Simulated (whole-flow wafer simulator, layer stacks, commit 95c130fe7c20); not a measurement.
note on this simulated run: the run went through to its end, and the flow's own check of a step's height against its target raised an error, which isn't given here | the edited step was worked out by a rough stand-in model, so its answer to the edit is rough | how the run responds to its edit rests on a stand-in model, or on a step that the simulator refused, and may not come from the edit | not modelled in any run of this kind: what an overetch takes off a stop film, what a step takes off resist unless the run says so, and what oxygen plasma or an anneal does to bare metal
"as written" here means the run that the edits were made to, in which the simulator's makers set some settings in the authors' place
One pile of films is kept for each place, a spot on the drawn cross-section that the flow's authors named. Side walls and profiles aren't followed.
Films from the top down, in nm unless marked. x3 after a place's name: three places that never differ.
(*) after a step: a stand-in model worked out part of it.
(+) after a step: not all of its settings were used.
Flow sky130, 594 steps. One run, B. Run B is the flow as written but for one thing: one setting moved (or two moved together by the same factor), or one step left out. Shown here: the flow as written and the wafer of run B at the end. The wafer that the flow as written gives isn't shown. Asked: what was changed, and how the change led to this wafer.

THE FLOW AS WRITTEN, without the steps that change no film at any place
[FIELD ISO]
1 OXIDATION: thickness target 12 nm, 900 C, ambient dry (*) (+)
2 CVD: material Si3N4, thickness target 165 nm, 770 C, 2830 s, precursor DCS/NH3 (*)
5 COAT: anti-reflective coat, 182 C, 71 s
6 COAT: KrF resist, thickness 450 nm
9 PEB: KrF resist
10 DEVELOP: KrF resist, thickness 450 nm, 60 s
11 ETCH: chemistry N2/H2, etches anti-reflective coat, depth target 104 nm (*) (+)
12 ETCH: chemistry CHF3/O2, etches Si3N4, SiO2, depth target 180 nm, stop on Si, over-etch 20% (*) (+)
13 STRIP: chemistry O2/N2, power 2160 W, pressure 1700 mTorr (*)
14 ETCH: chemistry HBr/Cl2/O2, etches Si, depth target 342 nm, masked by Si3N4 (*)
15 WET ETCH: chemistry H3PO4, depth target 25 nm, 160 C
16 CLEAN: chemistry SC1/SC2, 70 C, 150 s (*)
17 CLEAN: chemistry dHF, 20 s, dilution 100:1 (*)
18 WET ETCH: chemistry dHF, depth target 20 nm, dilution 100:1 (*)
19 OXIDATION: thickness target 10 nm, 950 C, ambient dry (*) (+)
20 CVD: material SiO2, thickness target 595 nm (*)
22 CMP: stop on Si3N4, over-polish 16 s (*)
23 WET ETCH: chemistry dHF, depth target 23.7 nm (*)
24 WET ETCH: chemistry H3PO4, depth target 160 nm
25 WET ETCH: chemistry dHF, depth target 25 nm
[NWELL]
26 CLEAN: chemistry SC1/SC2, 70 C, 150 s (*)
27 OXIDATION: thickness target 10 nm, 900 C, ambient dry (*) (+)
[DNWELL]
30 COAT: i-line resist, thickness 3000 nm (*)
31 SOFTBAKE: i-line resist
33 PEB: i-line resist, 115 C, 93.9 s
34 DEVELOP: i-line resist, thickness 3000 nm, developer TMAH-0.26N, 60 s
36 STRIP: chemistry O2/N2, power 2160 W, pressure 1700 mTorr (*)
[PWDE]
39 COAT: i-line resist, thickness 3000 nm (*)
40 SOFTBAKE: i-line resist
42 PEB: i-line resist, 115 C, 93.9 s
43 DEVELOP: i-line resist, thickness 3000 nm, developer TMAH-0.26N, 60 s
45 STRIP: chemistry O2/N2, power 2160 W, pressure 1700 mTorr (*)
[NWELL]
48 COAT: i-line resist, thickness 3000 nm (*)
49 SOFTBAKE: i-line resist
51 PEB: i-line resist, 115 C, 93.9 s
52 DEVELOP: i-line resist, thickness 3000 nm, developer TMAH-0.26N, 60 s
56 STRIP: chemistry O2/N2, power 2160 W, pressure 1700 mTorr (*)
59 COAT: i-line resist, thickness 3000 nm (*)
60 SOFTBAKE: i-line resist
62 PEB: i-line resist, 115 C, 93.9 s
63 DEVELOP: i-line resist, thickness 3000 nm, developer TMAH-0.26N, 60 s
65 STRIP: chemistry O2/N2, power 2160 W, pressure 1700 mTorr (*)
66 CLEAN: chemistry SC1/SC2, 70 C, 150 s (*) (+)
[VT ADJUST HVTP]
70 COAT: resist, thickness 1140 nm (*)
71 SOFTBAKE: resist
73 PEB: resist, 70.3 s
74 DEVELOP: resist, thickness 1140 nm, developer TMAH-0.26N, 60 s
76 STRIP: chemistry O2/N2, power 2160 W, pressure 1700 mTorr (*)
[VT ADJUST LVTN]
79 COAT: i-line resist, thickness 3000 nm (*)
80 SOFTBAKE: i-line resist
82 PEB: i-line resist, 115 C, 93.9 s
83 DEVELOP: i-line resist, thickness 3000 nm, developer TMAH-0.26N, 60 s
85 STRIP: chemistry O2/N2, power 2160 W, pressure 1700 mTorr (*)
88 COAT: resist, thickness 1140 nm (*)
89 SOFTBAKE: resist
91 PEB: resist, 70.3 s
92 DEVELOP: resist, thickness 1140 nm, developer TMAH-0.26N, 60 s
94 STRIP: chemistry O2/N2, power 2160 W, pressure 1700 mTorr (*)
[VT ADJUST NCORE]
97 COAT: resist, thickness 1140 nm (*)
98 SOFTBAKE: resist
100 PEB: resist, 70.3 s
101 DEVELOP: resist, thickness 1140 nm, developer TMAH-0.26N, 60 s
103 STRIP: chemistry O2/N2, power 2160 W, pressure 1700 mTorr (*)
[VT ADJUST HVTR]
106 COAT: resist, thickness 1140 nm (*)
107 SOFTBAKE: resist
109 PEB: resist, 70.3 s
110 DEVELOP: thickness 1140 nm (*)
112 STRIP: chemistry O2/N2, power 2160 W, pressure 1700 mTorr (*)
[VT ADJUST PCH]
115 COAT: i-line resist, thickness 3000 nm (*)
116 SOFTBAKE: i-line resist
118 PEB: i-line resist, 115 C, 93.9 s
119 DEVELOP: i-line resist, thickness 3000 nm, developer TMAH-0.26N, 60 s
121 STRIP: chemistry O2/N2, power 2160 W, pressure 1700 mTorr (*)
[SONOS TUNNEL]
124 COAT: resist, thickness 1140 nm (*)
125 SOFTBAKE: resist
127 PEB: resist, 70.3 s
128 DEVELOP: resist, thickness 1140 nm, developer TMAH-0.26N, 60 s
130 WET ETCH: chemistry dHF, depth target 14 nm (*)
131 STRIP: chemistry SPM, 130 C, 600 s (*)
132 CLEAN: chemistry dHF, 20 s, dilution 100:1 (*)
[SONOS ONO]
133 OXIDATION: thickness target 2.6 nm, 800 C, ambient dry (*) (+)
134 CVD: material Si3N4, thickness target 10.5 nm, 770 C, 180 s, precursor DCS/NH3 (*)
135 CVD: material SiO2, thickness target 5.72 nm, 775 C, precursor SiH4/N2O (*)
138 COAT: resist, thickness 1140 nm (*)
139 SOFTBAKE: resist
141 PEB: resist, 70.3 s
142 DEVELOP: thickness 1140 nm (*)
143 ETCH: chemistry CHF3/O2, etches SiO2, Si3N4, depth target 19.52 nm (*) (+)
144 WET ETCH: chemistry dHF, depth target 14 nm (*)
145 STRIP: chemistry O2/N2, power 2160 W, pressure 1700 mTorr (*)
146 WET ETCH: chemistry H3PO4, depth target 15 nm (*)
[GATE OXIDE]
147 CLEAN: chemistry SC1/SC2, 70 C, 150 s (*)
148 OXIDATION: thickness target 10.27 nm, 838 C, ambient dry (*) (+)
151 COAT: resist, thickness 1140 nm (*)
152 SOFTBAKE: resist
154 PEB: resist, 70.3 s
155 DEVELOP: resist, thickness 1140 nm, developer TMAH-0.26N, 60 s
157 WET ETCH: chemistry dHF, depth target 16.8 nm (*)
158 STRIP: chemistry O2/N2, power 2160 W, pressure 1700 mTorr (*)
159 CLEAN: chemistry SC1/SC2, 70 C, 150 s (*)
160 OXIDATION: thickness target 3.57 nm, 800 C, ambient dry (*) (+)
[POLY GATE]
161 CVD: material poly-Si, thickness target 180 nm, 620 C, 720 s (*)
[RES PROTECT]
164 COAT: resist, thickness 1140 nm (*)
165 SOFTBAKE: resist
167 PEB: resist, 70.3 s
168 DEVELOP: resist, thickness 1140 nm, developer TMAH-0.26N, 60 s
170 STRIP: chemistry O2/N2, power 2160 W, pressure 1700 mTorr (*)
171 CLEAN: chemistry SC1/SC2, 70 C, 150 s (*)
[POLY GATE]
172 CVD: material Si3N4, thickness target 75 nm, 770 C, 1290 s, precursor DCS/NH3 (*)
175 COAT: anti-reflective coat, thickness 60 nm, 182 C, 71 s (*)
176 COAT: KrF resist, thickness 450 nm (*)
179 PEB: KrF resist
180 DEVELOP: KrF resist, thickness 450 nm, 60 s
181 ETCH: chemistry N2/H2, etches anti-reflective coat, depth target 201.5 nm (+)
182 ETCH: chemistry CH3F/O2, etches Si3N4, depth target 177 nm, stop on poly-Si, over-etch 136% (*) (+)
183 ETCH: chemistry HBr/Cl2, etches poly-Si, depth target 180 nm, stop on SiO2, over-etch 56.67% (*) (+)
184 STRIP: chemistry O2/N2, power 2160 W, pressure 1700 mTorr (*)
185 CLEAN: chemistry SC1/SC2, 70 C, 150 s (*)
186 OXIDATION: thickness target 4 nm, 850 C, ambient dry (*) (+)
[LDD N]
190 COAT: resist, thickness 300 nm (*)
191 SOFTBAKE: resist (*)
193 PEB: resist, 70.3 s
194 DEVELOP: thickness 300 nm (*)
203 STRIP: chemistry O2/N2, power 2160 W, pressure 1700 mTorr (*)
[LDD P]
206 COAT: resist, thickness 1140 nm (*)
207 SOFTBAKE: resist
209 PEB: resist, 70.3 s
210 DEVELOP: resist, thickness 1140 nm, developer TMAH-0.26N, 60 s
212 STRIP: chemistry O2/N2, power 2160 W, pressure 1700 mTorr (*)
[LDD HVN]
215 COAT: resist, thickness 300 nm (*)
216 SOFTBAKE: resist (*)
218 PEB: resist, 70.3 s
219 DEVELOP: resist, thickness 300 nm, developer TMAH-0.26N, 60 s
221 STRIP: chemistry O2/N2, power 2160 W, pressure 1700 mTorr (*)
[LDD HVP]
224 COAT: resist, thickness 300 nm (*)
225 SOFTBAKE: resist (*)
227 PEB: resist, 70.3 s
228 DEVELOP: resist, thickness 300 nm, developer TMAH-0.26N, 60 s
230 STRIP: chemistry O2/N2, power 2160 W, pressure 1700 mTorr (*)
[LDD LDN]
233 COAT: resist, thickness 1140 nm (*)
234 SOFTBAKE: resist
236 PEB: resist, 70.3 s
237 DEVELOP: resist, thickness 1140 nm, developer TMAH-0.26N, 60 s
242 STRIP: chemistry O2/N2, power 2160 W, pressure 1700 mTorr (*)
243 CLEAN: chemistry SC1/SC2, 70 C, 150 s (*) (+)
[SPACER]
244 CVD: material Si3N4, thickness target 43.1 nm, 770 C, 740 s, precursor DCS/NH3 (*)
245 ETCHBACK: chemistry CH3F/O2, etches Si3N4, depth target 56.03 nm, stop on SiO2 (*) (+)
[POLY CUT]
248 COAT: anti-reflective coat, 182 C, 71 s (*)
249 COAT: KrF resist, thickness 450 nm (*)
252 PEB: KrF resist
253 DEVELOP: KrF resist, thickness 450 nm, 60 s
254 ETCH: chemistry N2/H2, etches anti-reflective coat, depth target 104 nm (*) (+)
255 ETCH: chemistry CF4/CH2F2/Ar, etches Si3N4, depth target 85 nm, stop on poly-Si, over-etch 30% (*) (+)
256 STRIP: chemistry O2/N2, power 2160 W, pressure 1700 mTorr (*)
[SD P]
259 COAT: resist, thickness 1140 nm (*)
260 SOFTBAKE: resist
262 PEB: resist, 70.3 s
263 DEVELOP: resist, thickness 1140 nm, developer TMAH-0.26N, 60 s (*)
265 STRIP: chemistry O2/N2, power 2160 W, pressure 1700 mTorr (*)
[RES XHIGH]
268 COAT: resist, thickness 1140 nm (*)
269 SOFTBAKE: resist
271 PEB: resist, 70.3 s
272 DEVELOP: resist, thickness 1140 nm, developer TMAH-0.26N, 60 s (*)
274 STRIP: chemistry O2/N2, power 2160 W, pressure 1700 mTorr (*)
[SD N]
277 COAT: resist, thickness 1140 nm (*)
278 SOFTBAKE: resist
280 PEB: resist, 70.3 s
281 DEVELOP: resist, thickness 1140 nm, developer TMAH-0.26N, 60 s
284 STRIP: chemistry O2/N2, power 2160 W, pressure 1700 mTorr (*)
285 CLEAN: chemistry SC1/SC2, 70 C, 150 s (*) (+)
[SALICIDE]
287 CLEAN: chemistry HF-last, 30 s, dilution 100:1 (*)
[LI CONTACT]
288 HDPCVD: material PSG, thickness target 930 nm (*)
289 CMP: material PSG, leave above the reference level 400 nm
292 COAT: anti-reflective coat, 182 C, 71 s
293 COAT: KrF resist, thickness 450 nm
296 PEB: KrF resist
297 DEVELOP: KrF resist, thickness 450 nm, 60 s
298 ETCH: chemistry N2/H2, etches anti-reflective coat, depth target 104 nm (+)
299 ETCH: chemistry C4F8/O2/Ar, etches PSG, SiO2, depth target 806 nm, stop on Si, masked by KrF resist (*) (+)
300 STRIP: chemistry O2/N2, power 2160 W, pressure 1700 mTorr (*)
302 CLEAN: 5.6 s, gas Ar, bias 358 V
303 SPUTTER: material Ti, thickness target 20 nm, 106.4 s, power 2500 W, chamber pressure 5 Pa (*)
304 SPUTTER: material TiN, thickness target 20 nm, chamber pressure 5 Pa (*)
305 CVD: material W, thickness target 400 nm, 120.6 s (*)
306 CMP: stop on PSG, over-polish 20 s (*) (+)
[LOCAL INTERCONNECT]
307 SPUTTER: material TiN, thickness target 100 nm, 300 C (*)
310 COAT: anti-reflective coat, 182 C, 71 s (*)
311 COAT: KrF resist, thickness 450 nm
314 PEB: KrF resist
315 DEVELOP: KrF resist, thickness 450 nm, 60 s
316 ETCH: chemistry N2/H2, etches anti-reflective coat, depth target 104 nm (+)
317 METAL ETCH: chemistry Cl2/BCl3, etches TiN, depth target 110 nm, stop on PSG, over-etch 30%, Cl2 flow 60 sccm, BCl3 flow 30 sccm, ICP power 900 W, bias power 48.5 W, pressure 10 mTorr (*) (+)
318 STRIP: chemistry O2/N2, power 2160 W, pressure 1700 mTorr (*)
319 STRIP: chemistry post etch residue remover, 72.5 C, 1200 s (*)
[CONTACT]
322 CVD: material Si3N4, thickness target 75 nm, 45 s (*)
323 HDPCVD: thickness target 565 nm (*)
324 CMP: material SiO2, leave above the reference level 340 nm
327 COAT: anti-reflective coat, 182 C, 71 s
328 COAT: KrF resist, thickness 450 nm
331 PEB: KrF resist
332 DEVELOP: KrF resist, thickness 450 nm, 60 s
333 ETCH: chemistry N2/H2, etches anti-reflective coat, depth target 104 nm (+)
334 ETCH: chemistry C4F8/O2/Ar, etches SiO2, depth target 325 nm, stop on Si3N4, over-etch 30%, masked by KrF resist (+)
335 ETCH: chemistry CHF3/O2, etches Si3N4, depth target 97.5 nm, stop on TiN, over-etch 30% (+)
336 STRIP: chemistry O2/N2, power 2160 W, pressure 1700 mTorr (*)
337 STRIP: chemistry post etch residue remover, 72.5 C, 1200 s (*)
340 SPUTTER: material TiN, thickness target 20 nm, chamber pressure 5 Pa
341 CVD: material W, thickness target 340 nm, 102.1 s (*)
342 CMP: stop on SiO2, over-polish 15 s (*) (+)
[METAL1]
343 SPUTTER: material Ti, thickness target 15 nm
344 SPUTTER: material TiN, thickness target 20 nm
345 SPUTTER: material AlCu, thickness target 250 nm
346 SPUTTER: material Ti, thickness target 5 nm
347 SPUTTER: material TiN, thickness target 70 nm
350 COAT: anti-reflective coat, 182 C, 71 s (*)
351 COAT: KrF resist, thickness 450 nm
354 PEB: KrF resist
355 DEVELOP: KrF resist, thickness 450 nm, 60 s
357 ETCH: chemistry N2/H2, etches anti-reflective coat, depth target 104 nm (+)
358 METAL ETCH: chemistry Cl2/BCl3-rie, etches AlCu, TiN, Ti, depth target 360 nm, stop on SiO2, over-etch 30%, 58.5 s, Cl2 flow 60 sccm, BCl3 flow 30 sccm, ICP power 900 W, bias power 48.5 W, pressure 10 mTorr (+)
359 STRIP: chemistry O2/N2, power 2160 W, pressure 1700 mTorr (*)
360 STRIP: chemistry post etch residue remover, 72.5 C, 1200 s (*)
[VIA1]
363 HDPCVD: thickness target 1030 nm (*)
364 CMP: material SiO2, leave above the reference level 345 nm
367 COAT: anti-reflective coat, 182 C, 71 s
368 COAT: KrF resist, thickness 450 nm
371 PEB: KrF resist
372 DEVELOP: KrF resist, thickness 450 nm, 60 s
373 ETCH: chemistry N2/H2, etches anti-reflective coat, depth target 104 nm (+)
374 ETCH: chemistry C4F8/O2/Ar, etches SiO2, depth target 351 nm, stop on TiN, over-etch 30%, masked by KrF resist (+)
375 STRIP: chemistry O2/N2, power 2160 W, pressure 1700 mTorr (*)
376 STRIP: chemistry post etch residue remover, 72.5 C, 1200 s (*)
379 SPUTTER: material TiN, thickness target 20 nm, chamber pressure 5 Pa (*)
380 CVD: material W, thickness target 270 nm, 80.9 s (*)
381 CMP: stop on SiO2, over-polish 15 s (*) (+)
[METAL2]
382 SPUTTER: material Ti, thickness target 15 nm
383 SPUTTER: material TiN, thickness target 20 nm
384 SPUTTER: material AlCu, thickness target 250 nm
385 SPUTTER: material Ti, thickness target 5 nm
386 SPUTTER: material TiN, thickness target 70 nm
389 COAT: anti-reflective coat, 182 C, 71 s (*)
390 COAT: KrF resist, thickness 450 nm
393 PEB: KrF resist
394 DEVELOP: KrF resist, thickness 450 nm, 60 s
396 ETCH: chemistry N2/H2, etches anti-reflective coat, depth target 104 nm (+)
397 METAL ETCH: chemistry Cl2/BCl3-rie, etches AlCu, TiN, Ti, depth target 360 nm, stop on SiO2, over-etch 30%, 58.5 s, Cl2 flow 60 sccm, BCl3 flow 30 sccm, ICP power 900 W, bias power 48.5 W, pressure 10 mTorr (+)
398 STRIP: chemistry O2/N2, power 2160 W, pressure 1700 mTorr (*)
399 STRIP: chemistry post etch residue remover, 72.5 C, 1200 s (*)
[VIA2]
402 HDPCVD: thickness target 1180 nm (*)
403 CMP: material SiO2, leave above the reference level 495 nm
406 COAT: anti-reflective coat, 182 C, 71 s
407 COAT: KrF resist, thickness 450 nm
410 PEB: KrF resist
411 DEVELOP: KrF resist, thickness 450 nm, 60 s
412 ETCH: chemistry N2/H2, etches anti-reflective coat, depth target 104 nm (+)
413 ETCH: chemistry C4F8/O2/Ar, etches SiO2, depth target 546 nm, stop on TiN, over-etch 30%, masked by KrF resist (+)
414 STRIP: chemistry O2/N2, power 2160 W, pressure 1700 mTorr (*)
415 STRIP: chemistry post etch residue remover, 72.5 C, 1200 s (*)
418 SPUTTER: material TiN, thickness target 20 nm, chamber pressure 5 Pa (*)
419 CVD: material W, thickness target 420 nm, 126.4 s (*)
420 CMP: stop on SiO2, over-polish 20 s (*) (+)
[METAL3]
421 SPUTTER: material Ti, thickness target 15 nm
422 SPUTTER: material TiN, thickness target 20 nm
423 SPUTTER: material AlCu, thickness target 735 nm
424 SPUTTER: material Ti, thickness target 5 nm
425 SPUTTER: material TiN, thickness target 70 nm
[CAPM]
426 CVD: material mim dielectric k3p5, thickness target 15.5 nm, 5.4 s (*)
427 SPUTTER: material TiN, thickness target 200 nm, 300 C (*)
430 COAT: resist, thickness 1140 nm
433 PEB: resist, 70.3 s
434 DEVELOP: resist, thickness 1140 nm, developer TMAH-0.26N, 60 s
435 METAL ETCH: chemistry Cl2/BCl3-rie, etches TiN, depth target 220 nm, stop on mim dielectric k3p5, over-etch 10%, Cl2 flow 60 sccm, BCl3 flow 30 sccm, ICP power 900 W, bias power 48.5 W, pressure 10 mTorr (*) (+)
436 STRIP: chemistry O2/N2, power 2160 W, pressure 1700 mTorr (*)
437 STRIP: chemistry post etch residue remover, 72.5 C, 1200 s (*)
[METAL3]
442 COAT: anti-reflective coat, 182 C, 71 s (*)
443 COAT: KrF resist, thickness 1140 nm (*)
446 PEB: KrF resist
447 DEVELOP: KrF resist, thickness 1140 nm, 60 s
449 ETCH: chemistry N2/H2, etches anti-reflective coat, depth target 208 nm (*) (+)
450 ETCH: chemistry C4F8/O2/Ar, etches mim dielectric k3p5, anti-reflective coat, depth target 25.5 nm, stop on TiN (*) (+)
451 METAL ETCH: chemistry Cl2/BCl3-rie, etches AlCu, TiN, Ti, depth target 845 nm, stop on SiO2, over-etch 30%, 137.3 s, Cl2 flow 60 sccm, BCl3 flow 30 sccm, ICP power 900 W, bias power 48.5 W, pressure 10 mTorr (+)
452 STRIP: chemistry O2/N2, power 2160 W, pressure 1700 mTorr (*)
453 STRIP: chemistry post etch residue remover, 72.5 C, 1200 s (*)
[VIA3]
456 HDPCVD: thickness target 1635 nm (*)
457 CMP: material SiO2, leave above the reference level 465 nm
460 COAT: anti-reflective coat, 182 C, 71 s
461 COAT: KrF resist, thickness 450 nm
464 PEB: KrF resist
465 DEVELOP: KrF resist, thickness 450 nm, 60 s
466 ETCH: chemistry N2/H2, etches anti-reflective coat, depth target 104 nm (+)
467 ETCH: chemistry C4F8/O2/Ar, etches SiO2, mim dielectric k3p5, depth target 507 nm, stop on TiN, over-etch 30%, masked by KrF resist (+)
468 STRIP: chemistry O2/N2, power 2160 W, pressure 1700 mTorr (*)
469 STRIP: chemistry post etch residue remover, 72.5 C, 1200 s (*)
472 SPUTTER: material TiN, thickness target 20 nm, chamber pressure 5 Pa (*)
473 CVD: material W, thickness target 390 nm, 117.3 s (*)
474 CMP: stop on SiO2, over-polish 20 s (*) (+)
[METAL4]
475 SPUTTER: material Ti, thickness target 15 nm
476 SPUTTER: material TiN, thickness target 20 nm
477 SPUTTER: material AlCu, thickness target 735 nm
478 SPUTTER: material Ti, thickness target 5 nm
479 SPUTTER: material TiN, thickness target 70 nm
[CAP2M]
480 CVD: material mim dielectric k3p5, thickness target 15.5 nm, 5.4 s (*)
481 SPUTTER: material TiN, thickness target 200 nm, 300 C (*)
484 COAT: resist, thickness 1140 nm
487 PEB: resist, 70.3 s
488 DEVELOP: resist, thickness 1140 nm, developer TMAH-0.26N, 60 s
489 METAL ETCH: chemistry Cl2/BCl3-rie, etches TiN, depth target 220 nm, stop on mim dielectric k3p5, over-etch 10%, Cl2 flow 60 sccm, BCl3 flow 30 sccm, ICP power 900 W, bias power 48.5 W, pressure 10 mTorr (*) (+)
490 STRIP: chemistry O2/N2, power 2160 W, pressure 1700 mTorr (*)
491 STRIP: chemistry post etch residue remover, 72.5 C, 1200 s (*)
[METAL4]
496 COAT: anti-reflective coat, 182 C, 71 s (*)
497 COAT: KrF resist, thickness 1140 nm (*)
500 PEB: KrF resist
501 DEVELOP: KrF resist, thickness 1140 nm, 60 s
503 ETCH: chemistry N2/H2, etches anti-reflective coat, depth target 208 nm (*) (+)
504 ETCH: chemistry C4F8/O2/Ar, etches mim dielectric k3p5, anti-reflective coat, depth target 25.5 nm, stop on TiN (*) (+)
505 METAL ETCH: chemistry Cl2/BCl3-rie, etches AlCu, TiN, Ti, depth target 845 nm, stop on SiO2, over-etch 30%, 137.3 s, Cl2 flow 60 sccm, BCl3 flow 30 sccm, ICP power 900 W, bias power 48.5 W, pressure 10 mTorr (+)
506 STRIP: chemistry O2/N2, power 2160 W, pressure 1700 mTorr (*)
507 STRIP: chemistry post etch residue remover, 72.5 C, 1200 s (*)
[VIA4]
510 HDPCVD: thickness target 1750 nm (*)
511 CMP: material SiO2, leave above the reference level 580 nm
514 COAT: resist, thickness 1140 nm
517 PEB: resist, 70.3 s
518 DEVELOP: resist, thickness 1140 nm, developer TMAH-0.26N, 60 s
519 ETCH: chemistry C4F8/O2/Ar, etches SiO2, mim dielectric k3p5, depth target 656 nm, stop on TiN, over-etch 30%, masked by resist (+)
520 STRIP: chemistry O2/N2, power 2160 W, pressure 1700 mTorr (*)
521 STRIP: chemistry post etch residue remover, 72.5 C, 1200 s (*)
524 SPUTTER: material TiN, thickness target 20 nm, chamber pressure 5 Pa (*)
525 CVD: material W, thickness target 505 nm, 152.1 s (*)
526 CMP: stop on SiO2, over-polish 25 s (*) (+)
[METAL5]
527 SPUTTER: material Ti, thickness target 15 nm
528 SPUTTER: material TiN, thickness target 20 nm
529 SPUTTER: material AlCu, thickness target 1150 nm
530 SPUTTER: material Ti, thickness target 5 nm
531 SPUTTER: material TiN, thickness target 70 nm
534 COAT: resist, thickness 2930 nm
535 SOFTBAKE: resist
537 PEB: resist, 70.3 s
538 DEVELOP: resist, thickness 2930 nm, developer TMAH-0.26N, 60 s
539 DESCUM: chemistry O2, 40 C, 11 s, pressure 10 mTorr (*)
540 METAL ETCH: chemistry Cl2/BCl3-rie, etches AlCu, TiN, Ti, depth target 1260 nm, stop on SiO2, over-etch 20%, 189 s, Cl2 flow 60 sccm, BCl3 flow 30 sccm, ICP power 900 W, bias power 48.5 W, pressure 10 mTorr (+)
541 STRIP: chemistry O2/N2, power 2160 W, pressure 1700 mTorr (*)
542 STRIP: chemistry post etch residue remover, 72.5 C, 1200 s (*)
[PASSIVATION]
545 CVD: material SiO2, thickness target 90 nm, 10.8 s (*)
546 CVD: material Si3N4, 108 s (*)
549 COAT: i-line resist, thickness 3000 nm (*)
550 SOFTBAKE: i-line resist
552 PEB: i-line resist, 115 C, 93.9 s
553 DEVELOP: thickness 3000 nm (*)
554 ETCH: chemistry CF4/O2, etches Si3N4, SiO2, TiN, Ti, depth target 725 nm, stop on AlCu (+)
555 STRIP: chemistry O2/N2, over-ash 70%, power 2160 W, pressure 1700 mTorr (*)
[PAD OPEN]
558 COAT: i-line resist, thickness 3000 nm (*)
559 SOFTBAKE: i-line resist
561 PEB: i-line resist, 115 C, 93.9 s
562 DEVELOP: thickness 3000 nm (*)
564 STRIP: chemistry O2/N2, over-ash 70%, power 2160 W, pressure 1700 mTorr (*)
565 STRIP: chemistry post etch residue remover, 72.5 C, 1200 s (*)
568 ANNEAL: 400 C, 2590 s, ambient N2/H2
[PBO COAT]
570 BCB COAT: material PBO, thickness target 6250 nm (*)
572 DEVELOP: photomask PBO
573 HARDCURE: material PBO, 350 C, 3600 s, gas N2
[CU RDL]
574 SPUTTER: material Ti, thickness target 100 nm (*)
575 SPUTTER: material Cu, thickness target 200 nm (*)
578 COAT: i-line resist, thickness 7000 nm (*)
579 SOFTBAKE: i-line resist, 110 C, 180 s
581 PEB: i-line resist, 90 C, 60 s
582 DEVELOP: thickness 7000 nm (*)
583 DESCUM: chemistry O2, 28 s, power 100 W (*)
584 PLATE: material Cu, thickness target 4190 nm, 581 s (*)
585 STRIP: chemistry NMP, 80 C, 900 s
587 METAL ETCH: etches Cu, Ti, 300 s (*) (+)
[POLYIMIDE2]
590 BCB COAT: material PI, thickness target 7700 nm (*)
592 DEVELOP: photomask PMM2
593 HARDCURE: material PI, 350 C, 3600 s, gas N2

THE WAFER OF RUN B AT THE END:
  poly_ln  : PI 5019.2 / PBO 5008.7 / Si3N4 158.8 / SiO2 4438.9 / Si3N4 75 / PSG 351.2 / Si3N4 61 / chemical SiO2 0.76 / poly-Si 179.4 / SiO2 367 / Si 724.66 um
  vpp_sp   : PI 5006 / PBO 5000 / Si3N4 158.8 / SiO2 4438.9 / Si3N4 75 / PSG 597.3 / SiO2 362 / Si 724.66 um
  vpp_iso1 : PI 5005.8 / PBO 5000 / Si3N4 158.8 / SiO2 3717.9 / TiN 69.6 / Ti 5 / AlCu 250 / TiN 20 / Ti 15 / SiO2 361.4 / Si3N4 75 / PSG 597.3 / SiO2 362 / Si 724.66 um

The cause: step 23, WET ETCH: depth target 34.4 nm was run, where the flow has depth target 23.7 nm.

How the change led to this, step by step:
  23 WET ETCH: chemistry dHF, depth target 23.7 nm (*)
      active, n_well, p_well and 100 more: Si3N4 -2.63 (as written it would be: Si3N4 -1.84)
      field, mim, iso_guard and 84 more: SiO2 -34.4 (as written it would be: SiO2 -23.7)
  31 SOFTBAKE: i-line resist
      active: i-line resist +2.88 (as written it would be: i-line resist +3.41)
      spacer: i-line resist +2.97 (as written it would be: i-line resist +3.52)
      (and at 76 more places)
  40 SOFTBAKE: i-line resist
      active: i-line resist +2.88 (as written it would be: i-line resist +3.41)
      spacer: i-line resist +2.97 (as written it would be: i-line resist +3.52)
      (and at 76 more places)
  49 SOFTBAKE: i-line resist
      active: i-line resist +2.88 (as written it would be: i-line resist +3.41)
      spacer: i-line resist +2.97 (as written it would be: i-line resist +3.52)
      (and at 76 more places)
  60 SOFTBAKE: i-line resist
      active: i-line resist +2.88 (as written it would be: i-line resist +3.41)
      spacer: i-line resist +2.97 (as written it would be: i-line resist +3.52)
      (and at 76 more places)
  71 SOFTBAKE: resist
      drift_dnw_fp: resist -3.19 (as written it would be: resist -3.72)
      gate_hv_pwblk: resist +3.83 (as written it would be: resist +4.5)
      (and at 8 more places)
  80 SOFTBAKE: i-line resist
      active: i-line resist +2.87 (as written it would be: i-line resist +3.4)
      spacer: i-line resist +2.96 (as written it would be: i-line resist +3.5)
      (and at 78 more places)
  89 SOFTBAKE: resist
      drift_dnw_fp: resist -3.19 (as written it would be: resist -3.72)
      gate_hv_pwblk: resist +3.83 (as written it would be: resist +4.5)
      (and at 8 more places)
  98 SOFTBAKE: resist
      drift_dnw_fp: resist -3.19 (as written it would be: resist -3.72)
      gate_hv_pwblk: resist +3.83 (as written it would be: resist +4.5)
      (and at 8 more places)
  107 SOFTBAKE: resist
      drift_dnw_fp: resist -3.19 (as written it would be: resist -3.72)
      gate_hv_pwblk: resist +3.83 (as written it would be: resist +4.5)
      (and at 8 more places)
  116 SOFTBAKE: i-line resist
      active: i-line resist +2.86 (as written it would be: i-line resist +3.39)
      spacer: i-line resist +2.96 (as written it would be: i-line resist +3.5)
      (and at 78 more places)
  125 SOFTBAKE: resist
      drift_dnw_fp: resist -3.19 (as written it would be: resist -3.72)
      gate_hv_pwblk: resist +3.83 (as written it would be: resist +4.5)
      (and at 8 more places)
  139 SOFTBAKE: resist
      drift_dnw_fp: resist -3.1 (as written it would be: resist -3.62)
      gate_hv_pwblk: resist +3.77 (as written it would be: resist +4.44)
      (and at 8 more places)
  152 SOFTBAKE: resist
      drift_dnw_fp: resist -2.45 (as written it would be: resist -2.98)
      gate_hv_pwblk: resist +2.89 (as written it would be: resist +3.56)
      (and at 8 more places)
  161 CVD: material poly-Si, thickness target 180 nm, 620 C, 720 s (*)
      ndiff_dn: poly-Si +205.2 (new film) (as written it would be: poly-Si +215.9 (new film))
  165 SOFTBAKE: resist
      gate_hv_pwblk: resist +2.63 (as written it would be: resist +3.31)
      npn11_ring: resist +1.62 (as written it would be: resist +2.13)
      (and at 5 more places)
  ... 23 more steps ...
  306 CMP: stop on PSG, over-polish 20 s (*) (+)
      poly_licon: W -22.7 (as written it would be: W -33.3)
